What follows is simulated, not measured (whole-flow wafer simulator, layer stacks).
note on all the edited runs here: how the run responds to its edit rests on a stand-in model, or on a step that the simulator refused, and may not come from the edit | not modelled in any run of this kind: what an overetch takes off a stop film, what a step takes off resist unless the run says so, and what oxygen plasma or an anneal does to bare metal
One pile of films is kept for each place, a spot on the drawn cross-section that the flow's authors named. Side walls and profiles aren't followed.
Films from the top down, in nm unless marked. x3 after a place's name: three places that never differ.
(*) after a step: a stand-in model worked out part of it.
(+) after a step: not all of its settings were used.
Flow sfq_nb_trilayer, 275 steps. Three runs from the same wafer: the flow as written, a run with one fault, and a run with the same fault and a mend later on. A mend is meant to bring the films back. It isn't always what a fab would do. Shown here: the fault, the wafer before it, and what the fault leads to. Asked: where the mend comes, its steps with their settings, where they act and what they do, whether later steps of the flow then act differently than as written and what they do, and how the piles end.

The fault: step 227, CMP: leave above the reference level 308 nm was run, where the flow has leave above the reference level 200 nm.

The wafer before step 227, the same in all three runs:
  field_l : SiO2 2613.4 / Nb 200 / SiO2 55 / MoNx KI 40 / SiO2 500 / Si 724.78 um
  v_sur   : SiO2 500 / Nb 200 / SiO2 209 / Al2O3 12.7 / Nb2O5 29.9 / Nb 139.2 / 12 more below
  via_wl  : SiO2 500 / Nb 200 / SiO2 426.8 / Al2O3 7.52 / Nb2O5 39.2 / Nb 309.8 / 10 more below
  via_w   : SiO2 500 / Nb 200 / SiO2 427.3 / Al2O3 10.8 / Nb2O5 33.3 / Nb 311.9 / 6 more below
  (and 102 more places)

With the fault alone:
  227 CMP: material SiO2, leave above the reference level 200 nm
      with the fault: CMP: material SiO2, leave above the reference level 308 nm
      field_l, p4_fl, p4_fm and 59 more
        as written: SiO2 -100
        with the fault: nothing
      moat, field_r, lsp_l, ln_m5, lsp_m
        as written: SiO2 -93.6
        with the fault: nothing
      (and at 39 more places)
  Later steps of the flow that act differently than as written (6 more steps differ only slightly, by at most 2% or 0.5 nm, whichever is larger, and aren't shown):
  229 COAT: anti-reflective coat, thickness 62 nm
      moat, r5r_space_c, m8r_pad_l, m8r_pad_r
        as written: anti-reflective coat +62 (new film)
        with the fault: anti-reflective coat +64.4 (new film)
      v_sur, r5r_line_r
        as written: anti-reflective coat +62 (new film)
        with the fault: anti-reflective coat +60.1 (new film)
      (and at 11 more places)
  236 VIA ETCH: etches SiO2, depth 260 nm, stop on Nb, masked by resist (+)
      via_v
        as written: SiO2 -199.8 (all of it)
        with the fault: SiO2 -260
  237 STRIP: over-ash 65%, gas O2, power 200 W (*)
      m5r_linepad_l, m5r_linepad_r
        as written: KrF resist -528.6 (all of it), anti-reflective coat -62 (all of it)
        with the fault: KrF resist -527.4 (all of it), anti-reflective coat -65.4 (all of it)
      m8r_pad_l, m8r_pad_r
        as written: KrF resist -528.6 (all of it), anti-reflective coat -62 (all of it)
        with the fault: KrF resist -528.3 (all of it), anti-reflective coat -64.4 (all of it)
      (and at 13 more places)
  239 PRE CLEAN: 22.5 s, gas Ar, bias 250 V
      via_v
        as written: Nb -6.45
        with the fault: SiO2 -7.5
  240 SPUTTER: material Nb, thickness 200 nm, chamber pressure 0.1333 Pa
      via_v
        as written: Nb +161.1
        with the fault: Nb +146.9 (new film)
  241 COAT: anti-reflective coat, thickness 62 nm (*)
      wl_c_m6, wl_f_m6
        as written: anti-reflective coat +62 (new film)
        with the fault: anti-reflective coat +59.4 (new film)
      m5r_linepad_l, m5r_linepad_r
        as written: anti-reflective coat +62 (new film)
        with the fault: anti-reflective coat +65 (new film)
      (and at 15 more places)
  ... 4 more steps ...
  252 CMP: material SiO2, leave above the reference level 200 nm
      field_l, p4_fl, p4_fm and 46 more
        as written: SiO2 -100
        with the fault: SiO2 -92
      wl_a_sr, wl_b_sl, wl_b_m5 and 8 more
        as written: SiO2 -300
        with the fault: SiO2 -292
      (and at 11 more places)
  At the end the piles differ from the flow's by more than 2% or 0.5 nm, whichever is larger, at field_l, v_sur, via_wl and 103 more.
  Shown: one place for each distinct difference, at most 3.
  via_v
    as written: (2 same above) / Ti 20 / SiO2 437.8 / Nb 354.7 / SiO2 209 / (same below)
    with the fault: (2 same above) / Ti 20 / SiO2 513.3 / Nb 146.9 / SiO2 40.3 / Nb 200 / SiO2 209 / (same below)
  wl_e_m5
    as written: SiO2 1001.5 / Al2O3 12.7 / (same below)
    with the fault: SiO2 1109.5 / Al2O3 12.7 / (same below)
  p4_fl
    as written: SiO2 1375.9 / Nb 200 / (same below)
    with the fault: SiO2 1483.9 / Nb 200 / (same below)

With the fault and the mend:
  The mend comes after step 234.
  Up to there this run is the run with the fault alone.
  234a STRIP: over-ash 65%, gas O2, power 200 W (*)
      p4_w1, p3_s2, p3_l3, p3_s3, p3_l4, p3_s4, p3_l5, p3_s5
        KrF resist -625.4 (all of it), anti-reflective coat -62.1 (all of it)
      wire, be, be_sur, gap
        KrF resist -623.4 (all of it), anti-reflective coat -61.5 (all of it)
      p4_w2, p4_g2, p4_w3, p4_fr
        KrF resist -625.2 (all of it), anti-reflective coat -62 (all of it)
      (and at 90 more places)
  234b CMP: material SiO2, leave above the reference level 200 nm (the flow's step 227 once more)
      field_l, p4_fl, p4_fm and 59 more
        SiO2 -100
      v_sur, via_wl, via_w and 33 more
        SiO2 -108
      moat, field_r, lsp_l, ln_m5, lsp_m
        SiO2 -93.6
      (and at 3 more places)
  234c COAT: anti-reflective coat, thickness 62 nm (the flow's step 229 once more)
      field_l, v_sur, via_wl and 103 more
        anti-reflective coat +62 (new film)
  234d COAT: KrF resist, thickness 650 nm (the flow's step 230 once more)
      field_l, v_sur, via_wl and 103 more
        KrF resist +650 (new film)
  234e SOFTBAKE: KrF resist (the flow's step 231 once more)
      changes no film at any place that is followed
  234f EXPOSE: photomask I6, dose 11.91 mJ/cm2, NA 0.6, wavelength 248 nm (*) (the flow's step 232 once more)
      changes no film at any place that is followed
  234g PEB: KrF resist, 90 s (the flow's step 233 once more)
      field_l, v_sur, via_wl and 103 more
        KrF resist -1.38
  234h DEVELOP: KrF resist, thickness 650 nm, 60 s (the flow's step 234 once more)
      field_l, v_sur, via_wl and 102 more
        KrF resist -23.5
      via_v
        KrF resist -648.6 (all of it)
  No later step of the flow acts differently than as written at any place that is followed.
  At the end the piles are the same as the flow's at every place that both follow.
